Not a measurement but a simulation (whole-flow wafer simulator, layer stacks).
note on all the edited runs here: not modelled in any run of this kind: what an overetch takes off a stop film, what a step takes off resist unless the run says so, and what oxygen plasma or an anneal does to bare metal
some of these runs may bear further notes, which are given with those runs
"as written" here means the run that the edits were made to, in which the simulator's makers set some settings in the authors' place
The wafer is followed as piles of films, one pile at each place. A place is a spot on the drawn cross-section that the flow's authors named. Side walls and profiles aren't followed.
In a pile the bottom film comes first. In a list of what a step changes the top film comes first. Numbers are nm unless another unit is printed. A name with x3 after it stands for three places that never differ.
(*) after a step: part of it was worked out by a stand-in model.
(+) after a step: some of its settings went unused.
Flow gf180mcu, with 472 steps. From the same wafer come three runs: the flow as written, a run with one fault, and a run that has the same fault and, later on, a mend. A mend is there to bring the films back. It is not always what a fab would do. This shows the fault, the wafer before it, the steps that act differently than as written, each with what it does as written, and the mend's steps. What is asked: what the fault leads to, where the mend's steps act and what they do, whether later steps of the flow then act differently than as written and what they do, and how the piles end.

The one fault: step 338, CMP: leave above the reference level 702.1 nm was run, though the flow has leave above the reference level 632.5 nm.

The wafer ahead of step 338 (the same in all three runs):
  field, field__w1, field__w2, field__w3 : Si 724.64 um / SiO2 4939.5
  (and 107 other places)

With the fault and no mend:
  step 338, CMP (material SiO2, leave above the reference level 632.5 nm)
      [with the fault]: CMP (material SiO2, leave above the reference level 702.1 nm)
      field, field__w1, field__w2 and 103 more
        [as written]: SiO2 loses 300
        [with the fault]: SiO2 loses 230.4
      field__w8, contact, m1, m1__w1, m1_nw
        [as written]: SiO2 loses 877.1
        [with the fault]: SiO2 loses 807.5
  Later steps of the flow acting differently than as written (2 other steps are not shown; they differ only slightly, by no more than 2% or 0.5 nm, whichever is larger):
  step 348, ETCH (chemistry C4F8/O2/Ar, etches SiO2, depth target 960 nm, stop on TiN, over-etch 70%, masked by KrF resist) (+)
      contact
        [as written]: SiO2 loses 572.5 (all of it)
        [with the fault]: SiO2 loses 642.1 (all of it)
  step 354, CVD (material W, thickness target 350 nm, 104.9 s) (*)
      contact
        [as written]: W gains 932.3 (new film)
        [with the fault]: W gains 1002.5 (new film)
  At field__w8, contact, m1, m1__w1, m1_nw, the piles at the end differ from the flow's by more than 2% or 0.5 nm, whichever is larger.
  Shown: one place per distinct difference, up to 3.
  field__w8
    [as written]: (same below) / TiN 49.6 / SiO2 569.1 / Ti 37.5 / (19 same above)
    [with the fault]: (same below) / TiN 49.6 / SiO2 638.7 / Ti 37.5 / (19 same above)
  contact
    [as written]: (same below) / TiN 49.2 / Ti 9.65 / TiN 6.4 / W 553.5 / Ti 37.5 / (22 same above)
    [with the fault]: (same below) / TiN 49.2 / Ti 9.27 / TiN 6.15 / W 623.7 / Ti 37.5 / (22 same above)

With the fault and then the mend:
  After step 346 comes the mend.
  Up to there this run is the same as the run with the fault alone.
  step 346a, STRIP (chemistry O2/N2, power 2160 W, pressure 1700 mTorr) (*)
      field, field__w1, field__w2 and 107 more
        KrF resist loses 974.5 (all of it), anti-reflective coat loses 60 (all of it)
      contact
        anti-reflective coat loses 60 (all of it)
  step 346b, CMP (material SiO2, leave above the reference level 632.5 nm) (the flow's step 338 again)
      field, field__w1, field__w2 and 108 more
        SiO2 loses 69.6
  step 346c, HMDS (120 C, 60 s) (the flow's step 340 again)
      alters no film at any place that is followed
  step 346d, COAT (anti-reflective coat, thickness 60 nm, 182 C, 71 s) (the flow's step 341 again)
      field, field__w1, field__w2 and 108 more
        anti-reflective coat gains 60 (new film)
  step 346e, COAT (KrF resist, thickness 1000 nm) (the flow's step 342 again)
      field, field__w1, field__w2 and 108 more
        KrF resist gains 1000 (new film)
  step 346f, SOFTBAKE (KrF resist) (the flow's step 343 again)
      alters no film at any place that is followed
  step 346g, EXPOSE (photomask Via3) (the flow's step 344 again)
      alters no film at any place that is followed
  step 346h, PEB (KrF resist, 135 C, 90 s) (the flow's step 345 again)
      field, field__w1, field__w2 and 108 more
        KrF resist loses 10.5
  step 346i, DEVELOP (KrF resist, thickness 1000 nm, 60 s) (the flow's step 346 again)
      field, field__w1, field__w2 and 107 more
        KrF resist loses 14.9
      contact
        KrF resist loses 989.5 (all of it)
  None of the later steps of the flow acts differently than as written at any place that is followed.
  By the end, the piles equal the flow's at every place that both follow.
